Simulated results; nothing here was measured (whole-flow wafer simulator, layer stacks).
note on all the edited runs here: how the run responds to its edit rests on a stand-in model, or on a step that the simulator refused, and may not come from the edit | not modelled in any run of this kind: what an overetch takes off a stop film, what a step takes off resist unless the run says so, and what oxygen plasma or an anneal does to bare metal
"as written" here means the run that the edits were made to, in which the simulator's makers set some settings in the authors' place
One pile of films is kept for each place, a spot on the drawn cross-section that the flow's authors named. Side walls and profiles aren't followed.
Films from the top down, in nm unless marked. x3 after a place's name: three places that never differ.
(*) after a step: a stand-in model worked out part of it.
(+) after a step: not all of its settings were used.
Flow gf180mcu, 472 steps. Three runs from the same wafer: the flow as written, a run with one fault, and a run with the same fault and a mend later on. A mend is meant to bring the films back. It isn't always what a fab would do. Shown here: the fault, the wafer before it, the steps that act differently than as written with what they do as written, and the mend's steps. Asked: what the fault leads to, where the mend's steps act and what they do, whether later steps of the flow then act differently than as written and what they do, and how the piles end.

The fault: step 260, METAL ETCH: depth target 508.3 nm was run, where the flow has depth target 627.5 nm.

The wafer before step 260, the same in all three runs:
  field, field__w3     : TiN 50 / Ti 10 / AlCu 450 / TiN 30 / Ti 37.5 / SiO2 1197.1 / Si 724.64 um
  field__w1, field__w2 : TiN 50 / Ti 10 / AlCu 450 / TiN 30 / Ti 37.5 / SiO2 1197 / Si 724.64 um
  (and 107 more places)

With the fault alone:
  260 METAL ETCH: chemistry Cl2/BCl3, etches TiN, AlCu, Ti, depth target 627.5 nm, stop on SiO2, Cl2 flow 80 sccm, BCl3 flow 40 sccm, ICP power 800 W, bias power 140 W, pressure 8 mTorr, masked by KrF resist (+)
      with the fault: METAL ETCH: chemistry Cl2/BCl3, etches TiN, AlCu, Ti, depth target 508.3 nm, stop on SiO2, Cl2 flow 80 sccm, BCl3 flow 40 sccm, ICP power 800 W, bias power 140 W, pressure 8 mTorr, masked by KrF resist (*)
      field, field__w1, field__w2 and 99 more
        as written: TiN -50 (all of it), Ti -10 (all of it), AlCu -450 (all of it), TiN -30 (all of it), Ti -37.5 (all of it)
        with the fault: TiN -50 (all of it), Ti -10 (all of it), AlCu -448.3
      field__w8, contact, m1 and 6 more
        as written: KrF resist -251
        with the fault: KrF resist -203.3
  Later steps of the flow that act differently than as written:
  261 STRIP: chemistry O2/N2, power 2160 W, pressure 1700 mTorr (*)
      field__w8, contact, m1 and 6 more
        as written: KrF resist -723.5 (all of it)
        with the fault: KrF resist -771.2 (all of it)
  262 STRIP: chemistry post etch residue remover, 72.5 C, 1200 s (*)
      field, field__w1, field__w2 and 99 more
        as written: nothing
        with the fault: AlCu -1.7 (all of it), TiN -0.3
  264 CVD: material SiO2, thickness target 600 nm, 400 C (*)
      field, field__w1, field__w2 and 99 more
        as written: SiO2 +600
        with the fault: SiO2 +600 (new film)
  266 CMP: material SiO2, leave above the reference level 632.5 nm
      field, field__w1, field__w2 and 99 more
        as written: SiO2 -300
        with the fault: SiO2 -367.2
  At the end the piles differ from the flow's by more than 2% or 0.5 nm, whichever is larger, at field, field__w1, field__w2 and 100 more.
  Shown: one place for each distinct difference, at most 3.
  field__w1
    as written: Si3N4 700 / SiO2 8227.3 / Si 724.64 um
    with the fault: Si3N4 700 / SiO2 6963 / TiN 29.7 / Ti 37.5 / SiO2 1197 / Si 724.64 um
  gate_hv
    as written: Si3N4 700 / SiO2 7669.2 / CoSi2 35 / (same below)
    with the fault: Si3N4 700 / SiO2 6963 / TiN 29.7 / Ti 37.5 / SiO2 638.9 / CoSi2 35 / (same below)
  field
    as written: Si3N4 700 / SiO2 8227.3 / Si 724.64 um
    with the fault: Si3N4 700 / SiO2 6963 / TiN 29.7 / Ti 37.5 / SiO2 1197.1 / Si 724.64 um

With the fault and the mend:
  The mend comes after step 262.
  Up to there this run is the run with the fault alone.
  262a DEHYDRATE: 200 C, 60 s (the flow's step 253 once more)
      changes no film at any place that is followed
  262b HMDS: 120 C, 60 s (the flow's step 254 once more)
      changes no film at any place that is followed
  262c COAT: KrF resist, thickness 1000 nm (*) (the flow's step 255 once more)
      iso_ptap_pw, iso_ntap_nw, iso_nw_fld and 33 more
        KrF resist +1000 (new film)
      field_sub, field_sub__w1, field_sub__w2 and 10 more
        KrF resist +1002.9 (new film)
      field__w11, field__w13, p_well and 7 more
        KrF resist +1003.3 (new film)
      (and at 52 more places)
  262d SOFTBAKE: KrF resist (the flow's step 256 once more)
      changes no film at any place that is followed
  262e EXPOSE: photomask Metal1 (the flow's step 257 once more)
      changes no film at any place that is followed
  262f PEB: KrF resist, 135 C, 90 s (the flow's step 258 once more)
      field__w1, field__w2, field__w3 and 55 more
        KrF resist -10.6
      iso_ptap_pw, iso_ntap_nw, iso_nw_fld and 33 more
        KrF resist -10.5
      gate_hv, sd_p, nw_enc_fld_lv__w3
        KrF resist -10.7
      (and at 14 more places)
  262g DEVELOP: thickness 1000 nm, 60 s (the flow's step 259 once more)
      iso_ptap_pw, iso_ntap_nw, iso_nw_fld and 33 more
        KrF resist -989.5 (all of it)
      field_sub, field_sub__w1, field_sub__w2 and 8 more
        KrF resist -992.3 (all of it)
      field__w8, contact, m1 and 6 more
        KrF resist -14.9
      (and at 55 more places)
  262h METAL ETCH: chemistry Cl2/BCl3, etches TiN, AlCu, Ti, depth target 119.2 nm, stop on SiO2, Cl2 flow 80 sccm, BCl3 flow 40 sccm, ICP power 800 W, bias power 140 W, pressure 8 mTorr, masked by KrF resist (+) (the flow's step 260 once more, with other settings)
      field, field__w1, field__w2 and 99 more
        TiN -29.7 (all of it), Ti -37.5 (all of it)
      field__w8, contact, m1 and 6 more
        KrF resist -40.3
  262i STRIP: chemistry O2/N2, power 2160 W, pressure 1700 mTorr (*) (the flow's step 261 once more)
      field__w8
        KrF resist -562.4 (all of it)
      contact
        KrF resist -560.3 (all of it)
      m1
        KrF resist -563.4 (all of it)
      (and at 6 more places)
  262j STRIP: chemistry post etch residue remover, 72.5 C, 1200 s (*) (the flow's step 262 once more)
      field__w8, contact, m1 and 6 more
        TiN -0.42
  No later step of the flow acts differently than as written, at any place that is followed, by more than 2% or 0.5 nm, whichever is larger.
  At the end the piles differ from the flow's only slightly at the places that both follow, by at most 2% or 0.5 nm, whichever is larger.
